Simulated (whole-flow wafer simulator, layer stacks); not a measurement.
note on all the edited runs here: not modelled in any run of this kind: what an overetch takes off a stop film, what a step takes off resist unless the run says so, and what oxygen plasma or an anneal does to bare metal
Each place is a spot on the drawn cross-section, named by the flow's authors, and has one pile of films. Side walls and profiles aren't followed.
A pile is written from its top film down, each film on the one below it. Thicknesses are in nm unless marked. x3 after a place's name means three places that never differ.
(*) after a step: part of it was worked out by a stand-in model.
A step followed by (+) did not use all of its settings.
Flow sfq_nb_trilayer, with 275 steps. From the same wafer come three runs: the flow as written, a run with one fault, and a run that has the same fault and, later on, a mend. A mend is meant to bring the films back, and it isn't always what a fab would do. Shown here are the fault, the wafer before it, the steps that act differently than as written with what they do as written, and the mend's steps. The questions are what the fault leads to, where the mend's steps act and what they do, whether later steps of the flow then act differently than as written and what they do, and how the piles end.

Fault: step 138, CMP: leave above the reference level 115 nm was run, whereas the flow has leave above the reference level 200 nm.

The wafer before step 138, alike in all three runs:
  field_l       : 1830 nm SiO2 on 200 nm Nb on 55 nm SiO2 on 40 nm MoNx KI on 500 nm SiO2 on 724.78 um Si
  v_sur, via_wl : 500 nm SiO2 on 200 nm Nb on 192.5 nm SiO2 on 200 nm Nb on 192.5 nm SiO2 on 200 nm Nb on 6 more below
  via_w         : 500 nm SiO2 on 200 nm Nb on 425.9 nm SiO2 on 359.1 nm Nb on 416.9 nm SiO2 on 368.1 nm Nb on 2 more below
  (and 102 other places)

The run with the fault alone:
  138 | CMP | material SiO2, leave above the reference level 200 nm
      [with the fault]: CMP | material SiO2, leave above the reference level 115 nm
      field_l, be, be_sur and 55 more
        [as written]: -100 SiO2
        [with the fault]: -185 SiO2
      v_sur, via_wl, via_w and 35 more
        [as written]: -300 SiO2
        [with the fault]: -385 SiO2
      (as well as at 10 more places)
  Steps further on in the flow that do not act as written (not shown: 4 more steps that differ only slightly, by at most 2% or 0.5 nm, whichever is larger):
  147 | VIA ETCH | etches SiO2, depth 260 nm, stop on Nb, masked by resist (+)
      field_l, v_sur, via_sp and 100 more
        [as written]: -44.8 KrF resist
        [with the fault]: -29.7 KrF resist
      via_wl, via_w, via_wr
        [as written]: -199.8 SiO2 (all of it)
        [with the fault]: -114.8 SiO2 (all of it)
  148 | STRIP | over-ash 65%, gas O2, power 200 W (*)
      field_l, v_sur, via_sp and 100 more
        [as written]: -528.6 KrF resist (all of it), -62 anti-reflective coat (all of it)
        [with the fault]: -543.7 KrF resist (all of it), -62 anti-reflective coat (all of it)
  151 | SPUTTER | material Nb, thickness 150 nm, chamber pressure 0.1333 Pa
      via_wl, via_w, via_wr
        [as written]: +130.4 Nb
        [with the fault]: +140.4 Nb
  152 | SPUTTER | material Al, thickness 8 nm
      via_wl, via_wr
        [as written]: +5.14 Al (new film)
        [with the fault]: +6.15 Al (new film)
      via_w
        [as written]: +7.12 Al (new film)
        [with the fault]: +7.83 Al (new film)
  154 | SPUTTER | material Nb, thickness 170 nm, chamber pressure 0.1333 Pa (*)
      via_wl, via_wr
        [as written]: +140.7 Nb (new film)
        [with the fault]: +126.2 Nb (new film)
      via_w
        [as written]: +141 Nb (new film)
        [with the fault]: +166.8 Nb (new film)
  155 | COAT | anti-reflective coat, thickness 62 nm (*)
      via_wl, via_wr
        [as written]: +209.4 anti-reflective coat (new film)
        [with the fault]: +175.7 anti-reflective coat (new film)
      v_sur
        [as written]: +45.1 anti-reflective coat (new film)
        [with the fault]: +49.3 anti-reflective coat (new film)
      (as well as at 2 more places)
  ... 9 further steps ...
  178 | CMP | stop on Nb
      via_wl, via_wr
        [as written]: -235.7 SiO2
        [with the fault]: -330.4 SiO2
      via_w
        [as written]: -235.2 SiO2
        [with the fault]: -330 SiO2
  By the end, the piles at field_l, v_sur, via_wl and 103 more depart from the flow's by more than 2% or 0.5 nm, whichever is larger.
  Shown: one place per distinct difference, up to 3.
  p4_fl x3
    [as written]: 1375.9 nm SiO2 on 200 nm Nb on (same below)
    [with the fault]: 1290.9 nm SiO2 on 200 nm Nb on (same below)
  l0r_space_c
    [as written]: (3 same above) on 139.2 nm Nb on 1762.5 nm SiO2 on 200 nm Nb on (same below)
    [with the fault]: (3 same above) on 139.2 nm Nb on 1677.5 nm SiO2 on 200 nm Nb on (same below)
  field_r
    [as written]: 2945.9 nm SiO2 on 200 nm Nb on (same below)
    [with the fault]: 2860.9 nm SiO2 on 200 nm Nb on (same below)

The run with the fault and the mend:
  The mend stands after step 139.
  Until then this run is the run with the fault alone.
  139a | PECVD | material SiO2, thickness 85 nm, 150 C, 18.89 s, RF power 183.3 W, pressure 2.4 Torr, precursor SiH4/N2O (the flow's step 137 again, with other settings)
      field_l, v_sur, via_wl and 103 more
        +85 SiO2
  None of the later steps of the flow differs from how it acts as written, at any place that is followed, by more than 2% or 0.5 nm, whichever is larger.
  At every place that both follow, the piles at the end match the flow's.
